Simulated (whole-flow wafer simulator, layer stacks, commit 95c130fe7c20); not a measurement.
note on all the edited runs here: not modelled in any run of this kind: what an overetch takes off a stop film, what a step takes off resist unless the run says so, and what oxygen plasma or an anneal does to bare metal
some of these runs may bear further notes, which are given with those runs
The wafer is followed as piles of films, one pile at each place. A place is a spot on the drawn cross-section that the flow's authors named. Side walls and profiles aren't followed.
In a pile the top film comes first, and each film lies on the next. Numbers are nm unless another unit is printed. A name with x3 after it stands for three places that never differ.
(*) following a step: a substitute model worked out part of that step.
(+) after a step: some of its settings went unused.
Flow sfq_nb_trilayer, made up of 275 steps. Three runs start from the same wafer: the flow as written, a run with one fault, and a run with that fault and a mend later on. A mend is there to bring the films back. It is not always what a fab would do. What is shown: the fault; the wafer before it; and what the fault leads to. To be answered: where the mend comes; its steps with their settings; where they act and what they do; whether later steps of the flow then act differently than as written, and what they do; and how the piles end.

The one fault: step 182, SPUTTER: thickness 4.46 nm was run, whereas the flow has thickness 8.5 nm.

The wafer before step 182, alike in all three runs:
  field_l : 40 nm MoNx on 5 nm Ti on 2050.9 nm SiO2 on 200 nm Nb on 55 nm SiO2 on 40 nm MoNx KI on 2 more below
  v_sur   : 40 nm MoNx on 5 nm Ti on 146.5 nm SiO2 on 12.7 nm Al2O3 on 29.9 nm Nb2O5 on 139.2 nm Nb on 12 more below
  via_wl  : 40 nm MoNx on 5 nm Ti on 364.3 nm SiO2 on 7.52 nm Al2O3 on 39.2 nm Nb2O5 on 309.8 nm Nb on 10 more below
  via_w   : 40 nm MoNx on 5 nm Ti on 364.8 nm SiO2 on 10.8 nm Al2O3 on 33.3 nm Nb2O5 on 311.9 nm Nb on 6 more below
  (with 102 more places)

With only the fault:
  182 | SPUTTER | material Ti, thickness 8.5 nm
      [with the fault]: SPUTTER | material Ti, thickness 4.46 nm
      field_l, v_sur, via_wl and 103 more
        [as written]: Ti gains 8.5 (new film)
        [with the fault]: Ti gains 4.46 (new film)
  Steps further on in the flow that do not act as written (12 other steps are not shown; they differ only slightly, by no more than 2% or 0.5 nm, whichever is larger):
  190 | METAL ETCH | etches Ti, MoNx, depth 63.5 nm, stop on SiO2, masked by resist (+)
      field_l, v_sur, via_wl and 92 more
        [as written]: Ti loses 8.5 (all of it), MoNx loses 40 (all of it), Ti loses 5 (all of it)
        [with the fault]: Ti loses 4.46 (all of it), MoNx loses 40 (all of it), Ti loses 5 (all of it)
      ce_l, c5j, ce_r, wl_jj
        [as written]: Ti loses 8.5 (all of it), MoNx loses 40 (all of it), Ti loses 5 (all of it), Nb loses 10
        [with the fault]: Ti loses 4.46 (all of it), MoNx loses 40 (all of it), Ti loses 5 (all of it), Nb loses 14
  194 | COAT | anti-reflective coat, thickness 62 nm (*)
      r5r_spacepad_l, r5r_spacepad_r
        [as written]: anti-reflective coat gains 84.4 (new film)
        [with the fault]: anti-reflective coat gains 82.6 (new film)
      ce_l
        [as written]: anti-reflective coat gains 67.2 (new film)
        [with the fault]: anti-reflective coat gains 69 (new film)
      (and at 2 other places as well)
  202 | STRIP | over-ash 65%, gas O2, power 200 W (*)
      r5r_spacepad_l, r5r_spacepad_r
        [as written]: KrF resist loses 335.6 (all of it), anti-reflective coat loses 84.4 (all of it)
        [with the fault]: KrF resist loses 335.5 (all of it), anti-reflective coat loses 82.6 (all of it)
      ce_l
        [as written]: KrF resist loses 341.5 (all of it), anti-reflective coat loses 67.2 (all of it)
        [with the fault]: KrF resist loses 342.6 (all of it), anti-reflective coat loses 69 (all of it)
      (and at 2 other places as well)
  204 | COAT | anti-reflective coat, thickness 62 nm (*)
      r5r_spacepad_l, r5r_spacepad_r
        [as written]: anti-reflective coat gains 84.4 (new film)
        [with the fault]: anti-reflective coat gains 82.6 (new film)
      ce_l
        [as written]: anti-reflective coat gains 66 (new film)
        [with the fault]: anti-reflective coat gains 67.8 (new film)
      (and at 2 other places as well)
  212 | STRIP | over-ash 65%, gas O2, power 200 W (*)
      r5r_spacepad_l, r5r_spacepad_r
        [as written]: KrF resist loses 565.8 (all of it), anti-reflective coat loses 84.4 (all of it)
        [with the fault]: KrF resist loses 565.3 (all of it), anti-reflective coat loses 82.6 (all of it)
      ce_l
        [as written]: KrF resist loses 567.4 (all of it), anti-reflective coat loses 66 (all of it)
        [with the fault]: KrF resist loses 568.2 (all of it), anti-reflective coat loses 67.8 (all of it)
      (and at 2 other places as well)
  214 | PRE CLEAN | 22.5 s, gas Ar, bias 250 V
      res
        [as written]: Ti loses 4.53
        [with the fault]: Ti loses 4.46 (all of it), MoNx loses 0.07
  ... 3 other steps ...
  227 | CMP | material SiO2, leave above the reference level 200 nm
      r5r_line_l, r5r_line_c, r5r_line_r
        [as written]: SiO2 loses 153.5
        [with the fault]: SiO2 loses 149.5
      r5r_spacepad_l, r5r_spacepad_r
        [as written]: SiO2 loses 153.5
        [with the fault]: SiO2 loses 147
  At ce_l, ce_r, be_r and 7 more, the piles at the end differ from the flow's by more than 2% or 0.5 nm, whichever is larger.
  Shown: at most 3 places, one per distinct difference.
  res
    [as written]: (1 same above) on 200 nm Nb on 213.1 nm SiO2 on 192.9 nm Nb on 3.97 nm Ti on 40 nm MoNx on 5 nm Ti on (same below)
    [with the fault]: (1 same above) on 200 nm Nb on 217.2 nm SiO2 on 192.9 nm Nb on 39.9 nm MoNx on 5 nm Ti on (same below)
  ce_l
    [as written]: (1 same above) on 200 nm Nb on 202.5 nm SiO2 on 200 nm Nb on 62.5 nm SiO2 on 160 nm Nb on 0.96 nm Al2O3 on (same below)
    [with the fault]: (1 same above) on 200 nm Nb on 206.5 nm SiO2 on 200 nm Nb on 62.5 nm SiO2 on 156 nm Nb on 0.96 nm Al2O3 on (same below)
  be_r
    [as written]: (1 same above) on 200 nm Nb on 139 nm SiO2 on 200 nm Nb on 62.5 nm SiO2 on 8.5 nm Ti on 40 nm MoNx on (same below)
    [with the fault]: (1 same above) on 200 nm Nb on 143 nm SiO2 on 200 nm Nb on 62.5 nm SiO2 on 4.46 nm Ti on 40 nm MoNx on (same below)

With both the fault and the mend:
  After step 182 comes the mend.
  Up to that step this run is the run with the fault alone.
  182a | SPUTTER | material Ti, thickness 4.04 nm (the flow's step 182 again, with other settings)
      field_l, v_sur, via_wl and 103 more
        Ti gains 4.04
  None of the later steps of the flow acts differently than as written at any place that is followed.
  By the end, the piles equal the flow's at every place that both follow.
